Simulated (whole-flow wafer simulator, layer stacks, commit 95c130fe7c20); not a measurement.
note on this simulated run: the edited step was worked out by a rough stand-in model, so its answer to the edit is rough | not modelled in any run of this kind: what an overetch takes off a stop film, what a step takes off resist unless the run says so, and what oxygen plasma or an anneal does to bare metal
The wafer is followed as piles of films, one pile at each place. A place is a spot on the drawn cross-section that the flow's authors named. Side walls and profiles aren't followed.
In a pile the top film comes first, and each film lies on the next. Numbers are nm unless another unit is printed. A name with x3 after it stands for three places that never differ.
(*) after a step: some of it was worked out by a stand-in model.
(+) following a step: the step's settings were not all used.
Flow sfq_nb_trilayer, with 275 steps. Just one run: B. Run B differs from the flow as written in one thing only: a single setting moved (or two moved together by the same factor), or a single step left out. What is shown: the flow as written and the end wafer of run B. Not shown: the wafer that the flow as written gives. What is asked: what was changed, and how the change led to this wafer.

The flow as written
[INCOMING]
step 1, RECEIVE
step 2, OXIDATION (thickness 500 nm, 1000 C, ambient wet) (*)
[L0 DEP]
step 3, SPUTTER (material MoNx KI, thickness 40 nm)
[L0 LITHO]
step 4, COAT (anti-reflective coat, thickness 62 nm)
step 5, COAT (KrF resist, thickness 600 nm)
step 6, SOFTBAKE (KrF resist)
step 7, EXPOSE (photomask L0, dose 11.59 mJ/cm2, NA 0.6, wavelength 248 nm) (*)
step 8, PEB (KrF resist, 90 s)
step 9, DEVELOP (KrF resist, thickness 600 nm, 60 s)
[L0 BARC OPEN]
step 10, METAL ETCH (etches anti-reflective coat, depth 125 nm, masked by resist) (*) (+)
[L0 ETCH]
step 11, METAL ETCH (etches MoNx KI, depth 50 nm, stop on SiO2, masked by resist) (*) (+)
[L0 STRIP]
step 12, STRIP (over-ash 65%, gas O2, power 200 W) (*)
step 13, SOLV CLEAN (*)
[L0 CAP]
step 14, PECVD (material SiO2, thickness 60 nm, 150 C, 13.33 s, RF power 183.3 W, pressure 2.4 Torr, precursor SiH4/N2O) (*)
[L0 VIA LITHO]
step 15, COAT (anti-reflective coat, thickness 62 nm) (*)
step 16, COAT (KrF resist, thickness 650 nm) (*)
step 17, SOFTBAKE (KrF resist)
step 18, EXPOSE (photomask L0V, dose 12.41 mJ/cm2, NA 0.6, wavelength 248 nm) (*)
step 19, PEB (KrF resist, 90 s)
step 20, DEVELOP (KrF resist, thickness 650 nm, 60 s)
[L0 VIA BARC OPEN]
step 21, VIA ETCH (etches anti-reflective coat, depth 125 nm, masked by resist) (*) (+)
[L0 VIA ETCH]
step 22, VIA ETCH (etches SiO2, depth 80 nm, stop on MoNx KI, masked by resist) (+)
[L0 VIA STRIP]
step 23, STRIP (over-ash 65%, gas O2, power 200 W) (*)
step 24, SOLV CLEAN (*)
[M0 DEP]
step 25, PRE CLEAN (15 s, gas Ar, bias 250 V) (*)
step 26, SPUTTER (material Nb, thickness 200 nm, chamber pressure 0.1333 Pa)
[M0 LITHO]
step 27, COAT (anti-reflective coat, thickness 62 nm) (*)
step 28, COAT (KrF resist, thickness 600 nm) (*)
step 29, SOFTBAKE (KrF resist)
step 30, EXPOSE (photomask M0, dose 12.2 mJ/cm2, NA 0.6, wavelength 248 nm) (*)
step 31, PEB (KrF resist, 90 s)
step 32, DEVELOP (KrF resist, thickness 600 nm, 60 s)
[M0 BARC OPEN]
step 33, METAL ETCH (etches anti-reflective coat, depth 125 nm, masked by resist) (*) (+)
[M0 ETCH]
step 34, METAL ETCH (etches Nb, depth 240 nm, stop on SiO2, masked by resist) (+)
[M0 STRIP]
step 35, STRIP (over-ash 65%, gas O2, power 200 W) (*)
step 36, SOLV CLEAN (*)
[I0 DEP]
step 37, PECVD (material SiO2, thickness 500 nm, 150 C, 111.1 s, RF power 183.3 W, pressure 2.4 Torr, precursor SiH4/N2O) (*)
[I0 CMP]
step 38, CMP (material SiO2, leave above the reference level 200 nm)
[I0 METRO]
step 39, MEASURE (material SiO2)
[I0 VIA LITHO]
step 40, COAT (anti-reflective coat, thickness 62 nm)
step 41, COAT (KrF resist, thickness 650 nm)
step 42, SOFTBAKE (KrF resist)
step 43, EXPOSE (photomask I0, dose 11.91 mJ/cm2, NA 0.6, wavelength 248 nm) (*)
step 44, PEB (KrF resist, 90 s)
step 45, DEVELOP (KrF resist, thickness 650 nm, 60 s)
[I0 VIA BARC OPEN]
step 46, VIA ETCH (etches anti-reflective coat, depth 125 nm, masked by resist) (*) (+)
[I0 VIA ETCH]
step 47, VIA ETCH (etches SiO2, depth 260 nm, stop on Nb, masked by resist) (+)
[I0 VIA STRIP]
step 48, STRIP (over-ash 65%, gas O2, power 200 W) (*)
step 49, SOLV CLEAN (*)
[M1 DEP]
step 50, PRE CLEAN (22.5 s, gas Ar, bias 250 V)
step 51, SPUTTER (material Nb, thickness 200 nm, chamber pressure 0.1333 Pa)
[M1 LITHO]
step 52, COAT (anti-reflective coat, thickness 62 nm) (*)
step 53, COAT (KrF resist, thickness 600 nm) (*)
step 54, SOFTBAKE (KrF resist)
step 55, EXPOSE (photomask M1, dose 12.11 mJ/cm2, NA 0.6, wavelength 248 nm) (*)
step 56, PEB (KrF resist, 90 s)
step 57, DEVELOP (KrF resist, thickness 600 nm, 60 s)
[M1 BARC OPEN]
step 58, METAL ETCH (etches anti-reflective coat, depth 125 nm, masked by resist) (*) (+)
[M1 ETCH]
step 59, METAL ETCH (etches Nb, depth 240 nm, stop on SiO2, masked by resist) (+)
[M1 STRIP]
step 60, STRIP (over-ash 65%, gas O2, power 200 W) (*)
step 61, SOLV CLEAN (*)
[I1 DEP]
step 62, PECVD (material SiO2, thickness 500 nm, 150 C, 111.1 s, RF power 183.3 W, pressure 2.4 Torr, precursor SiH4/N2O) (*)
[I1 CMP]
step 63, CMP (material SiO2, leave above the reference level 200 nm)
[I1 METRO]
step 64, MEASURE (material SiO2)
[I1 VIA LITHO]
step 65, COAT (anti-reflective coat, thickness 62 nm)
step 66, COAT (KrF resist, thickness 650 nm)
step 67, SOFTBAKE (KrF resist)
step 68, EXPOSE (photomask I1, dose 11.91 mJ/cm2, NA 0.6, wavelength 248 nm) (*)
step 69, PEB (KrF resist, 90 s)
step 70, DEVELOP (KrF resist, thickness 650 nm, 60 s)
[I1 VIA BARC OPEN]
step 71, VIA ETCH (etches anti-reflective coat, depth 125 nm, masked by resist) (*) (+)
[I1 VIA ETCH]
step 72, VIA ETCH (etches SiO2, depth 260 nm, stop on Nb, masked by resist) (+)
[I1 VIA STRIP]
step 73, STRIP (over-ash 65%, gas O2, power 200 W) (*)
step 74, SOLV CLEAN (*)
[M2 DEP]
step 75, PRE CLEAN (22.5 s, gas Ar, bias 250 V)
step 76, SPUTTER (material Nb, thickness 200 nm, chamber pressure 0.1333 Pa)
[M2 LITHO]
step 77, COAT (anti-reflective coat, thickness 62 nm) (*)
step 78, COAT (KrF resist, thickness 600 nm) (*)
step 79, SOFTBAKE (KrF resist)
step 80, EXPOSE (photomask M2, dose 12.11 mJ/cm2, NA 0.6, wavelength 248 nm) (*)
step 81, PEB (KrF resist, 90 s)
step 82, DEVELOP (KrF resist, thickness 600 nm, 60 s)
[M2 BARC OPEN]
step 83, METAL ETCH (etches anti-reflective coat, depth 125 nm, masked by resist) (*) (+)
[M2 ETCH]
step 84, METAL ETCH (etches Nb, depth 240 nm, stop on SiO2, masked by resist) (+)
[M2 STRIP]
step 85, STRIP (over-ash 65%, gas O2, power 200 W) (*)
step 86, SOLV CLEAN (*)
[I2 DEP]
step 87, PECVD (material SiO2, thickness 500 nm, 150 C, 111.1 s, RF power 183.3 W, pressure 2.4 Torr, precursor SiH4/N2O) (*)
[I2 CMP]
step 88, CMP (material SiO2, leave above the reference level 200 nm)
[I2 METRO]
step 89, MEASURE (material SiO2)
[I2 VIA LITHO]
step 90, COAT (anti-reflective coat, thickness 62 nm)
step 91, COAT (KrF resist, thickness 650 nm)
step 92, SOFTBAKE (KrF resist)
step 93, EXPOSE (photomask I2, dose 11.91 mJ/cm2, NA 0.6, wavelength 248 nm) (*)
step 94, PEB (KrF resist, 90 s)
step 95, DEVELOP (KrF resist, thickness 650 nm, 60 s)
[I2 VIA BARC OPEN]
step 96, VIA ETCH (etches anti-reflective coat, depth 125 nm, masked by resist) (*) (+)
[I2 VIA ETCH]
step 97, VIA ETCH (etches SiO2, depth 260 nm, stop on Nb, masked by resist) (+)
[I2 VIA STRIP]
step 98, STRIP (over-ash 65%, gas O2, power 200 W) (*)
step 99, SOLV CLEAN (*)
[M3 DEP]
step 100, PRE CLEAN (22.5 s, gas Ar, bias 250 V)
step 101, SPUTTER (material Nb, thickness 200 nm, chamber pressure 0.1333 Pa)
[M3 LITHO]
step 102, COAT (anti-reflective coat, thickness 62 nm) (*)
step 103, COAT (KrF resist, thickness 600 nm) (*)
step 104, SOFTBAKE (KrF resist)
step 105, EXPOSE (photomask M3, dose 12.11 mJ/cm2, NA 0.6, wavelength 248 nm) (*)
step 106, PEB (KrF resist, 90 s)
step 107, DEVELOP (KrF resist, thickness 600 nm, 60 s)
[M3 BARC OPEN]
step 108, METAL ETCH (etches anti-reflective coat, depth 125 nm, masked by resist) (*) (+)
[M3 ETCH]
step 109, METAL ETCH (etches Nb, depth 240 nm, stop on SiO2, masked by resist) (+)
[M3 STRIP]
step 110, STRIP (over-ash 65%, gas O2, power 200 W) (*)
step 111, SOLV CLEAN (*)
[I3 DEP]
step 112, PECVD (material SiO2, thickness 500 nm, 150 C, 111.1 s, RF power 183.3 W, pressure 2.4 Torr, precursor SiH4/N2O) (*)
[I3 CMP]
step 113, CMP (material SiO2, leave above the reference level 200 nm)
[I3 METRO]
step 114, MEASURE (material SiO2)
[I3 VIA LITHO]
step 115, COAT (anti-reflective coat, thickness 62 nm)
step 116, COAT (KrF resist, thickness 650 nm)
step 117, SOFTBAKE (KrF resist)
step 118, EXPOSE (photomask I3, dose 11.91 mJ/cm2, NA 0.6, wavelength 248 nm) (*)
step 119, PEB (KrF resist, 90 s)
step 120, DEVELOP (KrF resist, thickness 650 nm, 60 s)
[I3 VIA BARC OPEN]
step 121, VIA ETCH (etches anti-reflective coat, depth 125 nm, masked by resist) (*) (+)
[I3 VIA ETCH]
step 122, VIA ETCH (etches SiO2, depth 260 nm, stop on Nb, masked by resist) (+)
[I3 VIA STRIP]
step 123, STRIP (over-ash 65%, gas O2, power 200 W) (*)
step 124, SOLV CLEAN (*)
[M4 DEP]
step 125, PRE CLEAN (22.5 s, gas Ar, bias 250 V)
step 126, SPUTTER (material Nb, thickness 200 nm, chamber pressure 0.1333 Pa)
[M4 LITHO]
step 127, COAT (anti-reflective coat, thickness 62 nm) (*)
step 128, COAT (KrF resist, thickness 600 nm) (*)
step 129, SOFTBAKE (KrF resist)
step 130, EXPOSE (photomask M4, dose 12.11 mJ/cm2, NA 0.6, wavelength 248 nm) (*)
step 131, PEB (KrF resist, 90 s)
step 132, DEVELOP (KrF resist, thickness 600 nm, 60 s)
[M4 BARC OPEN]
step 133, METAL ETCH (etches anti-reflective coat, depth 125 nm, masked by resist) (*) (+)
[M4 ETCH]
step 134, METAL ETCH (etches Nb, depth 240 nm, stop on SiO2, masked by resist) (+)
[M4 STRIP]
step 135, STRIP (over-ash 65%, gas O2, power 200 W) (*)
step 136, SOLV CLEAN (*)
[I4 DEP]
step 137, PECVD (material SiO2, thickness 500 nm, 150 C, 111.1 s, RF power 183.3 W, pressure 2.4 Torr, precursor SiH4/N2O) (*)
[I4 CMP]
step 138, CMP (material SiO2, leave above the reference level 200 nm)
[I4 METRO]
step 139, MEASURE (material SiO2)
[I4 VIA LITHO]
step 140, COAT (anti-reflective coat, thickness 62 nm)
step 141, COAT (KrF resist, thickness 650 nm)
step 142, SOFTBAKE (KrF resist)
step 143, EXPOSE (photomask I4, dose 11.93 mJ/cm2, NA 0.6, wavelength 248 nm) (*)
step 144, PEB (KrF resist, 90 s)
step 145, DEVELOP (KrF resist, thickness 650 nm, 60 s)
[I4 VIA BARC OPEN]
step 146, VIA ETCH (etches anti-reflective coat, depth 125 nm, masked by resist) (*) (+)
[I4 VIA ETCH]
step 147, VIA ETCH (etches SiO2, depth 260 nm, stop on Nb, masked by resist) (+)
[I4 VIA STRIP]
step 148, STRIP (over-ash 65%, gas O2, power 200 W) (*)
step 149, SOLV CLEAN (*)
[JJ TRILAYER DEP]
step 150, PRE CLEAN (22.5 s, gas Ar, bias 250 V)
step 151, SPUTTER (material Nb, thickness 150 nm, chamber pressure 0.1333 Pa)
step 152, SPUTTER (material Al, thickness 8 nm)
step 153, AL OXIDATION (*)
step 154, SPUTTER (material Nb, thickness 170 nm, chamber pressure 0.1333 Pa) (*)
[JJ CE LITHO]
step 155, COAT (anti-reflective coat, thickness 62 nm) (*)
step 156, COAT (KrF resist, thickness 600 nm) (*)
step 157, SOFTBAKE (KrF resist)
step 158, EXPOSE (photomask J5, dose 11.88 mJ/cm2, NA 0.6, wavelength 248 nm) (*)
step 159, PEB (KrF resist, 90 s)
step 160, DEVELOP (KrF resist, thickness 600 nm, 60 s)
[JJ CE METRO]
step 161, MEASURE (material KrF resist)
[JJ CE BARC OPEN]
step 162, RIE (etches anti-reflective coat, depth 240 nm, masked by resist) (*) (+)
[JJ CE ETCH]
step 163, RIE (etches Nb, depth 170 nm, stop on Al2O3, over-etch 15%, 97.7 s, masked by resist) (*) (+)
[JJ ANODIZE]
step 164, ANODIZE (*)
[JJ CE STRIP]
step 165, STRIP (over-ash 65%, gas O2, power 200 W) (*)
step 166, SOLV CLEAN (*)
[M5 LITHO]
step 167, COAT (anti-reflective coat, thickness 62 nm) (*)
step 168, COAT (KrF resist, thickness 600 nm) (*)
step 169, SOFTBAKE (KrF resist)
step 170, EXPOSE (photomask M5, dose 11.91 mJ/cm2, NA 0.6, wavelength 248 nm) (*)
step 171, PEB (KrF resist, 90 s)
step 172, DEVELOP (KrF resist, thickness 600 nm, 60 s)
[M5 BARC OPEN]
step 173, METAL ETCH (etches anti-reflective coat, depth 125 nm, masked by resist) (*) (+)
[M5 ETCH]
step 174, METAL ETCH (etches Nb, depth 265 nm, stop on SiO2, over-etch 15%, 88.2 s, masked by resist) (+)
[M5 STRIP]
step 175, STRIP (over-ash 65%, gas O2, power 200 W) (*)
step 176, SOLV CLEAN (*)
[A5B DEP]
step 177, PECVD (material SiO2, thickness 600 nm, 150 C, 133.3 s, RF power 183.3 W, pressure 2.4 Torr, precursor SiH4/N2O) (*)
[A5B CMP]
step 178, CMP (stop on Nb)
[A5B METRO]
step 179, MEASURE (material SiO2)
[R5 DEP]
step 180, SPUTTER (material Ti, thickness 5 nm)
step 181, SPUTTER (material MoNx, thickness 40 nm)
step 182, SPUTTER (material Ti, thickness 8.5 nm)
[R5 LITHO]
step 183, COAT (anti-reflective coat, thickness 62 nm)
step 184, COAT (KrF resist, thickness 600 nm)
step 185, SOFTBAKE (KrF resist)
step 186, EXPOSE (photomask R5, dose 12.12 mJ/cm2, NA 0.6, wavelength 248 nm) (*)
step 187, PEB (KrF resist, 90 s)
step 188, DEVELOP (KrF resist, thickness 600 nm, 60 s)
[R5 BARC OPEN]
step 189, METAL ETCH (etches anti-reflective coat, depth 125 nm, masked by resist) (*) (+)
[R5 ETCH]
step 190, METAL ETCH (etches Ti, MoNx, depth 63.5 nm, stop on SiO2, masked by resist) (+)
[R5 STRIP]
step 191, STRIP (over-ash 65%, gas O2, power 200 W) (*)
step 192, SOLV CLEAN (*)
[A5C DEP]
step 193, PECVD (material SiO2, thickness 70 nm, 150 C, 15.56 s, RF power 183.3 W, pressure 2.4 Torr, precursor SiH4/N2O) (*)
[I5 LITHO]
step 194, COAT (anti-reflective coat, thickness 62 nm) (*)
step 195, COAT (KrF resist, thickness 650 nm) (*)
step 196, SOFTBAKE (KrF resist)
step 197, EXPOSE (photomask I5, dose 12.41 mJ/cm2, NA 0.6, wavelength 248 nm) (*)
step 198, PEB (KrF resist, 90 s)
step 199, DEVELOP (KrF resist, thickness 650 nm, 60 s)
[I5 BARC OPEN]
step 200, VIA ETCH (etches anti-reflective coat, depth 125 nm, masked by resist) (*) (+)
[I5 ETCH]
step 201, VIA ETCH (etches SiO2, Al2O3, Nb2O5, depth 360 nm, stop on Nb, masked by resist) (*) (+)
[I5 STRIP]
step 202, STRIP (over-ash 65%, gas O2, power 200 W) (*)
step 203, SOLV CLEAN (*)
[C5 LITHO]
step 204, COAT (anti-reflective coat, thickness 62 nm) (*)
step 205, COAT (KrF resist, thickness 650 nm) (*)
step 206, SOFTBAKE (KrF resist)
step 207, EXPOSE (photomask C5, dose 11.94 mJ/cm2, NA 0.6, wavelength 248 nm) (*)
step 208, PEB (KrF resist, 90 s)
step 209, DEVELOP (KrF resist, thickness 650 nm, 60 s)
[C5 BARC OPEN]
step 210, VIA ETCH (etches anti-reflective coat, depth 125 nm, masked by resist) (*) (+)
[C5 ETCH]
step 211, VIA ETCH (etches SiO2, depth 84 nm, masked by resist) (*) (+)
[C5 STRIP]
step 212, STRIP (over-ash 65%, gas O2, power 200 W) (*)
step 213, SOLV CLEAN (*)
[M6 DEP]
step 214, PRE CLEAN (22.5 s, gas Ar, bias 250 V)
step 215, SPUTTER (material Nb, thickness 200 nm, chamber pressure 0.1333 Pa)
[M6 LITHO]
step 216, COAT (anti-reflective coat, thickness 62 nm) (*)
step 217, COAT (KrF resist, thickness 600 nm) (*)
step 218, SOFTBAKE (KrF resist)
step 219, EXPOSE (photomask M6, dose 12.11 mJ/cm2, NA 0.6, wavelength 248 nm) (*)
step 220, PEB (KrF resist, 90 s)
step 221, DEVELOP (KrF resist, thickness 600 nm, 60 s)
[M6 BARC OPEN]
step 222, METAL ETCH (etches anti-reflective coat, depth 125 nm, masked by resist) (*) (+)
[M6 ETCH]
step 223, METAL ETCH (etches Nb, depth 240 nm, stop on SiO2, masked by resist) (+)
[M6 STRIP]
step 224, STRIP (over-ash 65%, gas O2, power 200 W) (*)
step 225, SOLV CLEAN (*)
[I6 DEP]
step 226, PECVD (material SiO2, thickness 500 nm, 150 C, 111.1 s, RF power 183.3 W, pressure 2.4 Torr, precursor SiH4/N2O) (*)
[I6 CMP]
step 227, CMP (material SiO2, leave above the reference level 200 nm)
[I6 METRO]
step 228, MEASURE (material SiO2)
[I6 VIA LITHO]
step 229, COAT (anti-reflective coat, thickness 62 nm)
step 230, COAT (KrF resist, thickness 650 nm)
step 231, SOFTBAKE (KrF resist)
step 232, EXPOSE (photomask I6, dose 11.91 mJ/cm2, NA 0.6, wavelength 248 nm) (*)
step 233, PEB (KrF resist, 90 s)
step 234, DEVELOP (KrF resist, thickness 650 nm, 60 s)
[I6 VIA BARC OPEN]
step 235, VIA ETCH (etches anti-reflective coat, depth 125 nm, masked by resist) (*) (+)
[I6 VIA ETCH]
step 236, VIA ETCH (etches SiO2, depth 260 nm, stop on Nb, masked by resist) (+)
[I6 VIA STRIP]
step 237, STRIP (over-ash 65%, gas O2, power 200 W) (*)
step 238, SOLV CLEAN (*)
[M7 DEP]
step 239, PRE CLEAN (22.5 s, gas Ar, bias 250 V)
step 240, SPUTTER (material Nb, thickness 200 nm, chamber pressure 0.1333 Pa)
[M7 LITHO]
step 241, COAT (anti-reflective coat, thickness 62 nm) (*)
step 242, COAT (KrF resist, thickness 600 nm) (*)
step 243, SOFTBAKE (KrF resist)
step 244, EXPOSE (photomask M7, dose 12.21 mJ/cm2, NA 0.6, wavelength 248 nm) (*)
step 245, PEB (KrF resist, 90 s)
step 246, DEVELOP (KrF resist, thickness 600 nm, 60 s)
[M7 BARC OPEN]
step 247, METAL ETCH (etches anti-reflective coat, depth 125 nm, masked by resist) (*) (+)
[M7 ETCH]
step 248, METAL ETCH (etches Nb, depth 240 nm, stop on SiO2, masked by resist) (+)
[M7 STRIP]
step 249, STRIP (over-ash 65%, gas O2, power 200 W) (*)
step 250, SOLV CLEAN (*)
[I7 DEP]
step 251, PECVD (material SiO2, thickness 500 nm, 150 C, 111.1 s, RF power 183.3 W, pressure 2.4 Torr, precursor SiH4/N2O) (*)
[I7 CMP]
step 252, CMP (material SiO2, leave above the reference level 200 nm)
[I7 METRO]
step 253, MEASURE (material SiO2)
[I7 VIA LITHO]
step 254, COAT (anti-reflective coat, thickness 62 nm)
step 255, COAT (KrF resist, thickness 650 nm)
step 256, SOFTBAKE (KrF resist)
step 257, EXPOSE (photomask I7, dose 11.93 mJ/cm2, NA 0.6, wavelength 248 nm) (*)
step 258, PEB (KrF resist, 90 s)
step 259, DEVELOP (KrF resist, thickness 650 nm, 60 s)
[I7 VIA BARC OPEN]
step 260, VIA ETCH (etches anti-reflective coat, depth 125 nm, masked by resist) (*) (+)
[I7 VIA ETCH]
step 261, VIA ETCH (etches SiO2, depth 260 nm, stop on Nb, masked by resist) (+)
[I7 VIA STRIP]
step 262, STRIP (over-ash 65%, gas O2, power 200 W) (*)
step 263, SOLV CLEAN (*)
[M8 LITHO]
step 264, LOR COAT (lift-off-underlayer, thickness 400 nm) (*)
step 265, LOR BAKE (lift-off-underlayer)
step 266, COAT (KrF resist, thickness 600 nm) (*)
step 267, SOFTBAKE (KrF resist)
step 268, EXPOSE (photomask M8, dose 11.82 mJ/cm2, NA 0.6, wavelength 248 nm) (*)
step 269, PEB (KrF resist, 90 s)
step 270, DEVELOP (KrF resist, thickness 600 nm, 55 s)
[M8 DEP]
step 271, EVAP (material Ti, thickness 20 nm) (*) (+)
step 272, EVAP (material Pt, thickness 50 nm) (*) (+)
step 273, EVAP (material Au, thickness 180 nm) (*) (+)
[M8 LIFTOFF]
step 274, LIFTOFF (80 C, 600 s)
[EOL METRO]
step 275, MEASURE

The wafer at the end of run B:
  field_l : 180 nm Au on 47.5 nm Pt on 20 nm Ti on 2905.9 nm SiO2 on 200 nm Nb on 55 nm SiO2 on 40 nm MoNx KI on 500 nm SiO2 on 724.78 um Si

Cause: step 272, EVAP: thickness 47.5 nm was run, while the flow as written has thickness 50 nm.
One can read it off the wafer: field_l has Pt 47.5, and step 272 as written asks for 50 nm.

The path from the change to this, step by step:
  step 272, EVAP (material Pt, thickness 50 nm) (*) (+)
      field_l, v_sur, via_wl and 103 more: Pt gains 47.5 (new film) (in the flow as written it would be: Pt gains 50 (new film))
  step 274, LIFTOFF (80 C, 600 s)
      p4_fl, p4_fm, p4_w1 and 71 more: Au loses 180 (all of it), Pt loses 47.5 (all of it), Ti loses 20 (all of it), KrF resist loses 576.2 (all of it), lift-off-underlayer loses 400 (all of it) (in the flow as written it would be: Au loses 180 (all of it), Pt loses 50 (all of it), Ti loses 20 (all of it), KrF resist loses 576.2 (all of it), lift-off-underlayer loses 400 (all of it))
      c5j, ce_r: Au loses 180 (all of it), Pt loses 47.5 (all of it), Ti loses 20 (all of it), KrF resist loses 573.3 (all of it), lift-off-underlayer loses 399.3 (all of it) (in the flow as written it would be: Au loses 180 (all of it), Pt loses 50 (all of it), Ti loses 20 (all of it), KrF resist loses 573.3 (all of it), lift-off-underlayer loses 399.3 (all of it))
      (as well as at 19 more places)
